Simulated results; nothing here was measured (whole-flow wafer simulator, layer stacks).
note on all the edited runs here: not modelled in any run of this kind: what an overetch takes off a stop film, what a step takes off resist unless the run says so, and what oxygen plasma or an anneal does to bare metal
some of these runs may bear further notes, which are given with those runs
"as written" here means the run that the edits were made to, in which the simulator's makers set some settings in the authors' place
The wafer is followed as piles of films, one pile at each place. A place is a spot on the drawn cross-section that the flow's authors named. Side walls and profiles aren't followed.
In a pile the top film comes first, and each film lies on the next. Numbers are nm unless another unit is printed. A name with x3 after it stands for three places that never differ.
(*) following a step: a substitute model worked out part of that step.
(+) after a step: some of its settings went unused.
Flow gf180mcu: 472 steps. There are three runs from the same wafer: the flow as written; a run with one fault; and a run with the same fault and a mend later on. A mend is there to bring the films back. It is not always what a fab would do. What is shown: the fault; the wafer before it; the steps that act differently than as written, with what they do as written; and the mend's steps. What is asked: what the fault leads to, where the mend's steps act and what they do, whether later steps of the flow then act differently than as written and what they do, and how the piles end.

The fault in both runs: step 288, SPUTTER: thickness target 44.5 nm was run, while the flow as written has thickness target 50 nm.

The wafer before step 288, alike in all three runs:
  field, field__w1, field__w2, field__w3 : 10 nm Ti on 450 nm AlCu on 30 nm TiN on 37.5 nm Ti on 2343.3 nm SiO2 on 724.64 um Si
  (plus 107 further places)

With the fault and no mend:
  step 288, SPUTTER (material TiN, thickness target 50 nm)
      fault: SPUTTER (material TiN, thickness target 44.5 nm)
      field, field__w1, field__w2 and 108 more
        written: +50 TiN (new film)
        fault: +44.5 TiN (new film)
  Steps further on in the flow that do not act as written (not shown: 5 more steps that differ only slightly, by at most 2% or 0.5 nm, whichever is larger):
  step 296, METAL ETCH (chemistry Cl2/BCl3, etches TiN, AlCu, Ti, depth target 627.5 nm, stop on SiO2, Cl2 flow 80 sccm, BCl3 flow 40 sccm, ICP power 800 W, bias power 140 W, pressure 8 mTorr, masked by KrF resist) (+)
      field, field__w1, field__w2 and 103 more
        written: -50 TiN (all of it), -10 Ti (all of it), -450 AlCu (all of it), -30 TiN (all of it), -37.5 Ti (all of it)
        fault: -44.5 TiN (all of it), -10 Ti (all of it), -450 AlCu (all of it), -30 TiN (all of it), -37.5 Ti (all of it)
  At field__w8, contact, m1, m1__w1, m1_nw, the piles at the end differ from the flow's by more than 2% or 0.5 nm, whichever is larger.
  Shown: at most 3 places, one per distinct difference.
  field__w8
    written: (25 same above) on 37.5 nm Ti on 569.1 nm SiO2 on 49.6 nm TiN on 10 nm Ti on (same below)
    fault: (25 same above) on 37.5 nm Ti on 574.6 nm SiO2 on 44.1 nm TiN on 10 nm Ti on (same below)
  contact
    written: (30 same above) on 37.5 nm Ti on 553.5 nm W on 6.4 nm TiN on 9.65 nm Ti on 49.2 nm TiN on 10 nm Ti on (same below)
    fault: (30 same above) on 37.5 nm Ti on 559.1 nm W on 6.38 nm TiN on 9.62 nm Ti on 43.7 nm TiN on 10 nm Ti on (same below)

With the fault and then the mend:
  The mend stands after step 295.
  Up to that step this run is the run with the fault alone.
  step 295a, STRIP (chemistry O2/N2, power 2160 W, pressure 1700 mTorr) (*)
      field__w8, contact, m1, m1__w1, m1_nw
        -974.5 KrF resist (all of it)
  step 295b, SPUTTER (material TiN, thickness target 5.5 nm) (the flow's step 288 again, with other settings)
      field, field__w1, field__w2 and 108 more
        +5.5 TiN
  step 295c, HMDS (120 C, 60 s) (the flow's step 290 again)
      alters no film at any place that is followed
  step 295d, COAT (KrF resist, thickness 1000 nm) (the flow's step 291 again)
      field, field__w1, field__w2 and 108 more
        +1000 KrF resist (new film)
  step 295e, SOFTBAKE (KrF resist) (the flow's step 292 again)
      alters no film at any place that is followed
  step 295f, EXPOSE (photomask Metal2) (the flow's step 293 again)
      alters no film at any place that is followed
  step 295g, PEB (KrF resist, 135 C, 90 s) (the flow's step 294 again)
      field, field__w1, field__w2 and 108 more
        -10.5 KrF resist
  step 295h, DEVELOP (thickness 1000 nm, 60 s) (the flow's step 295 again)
      field, field__w1, field__w2 and 103 more
        -989.5 KrF resist (all of it)
      field__w8, contact, m1, m1__w1, m1_nw
        -14.9 KrF resist
  Later steps of the flow that are run all act as written at every place that is followed.
  At every place that both follow, the piles at the end match the flow's.
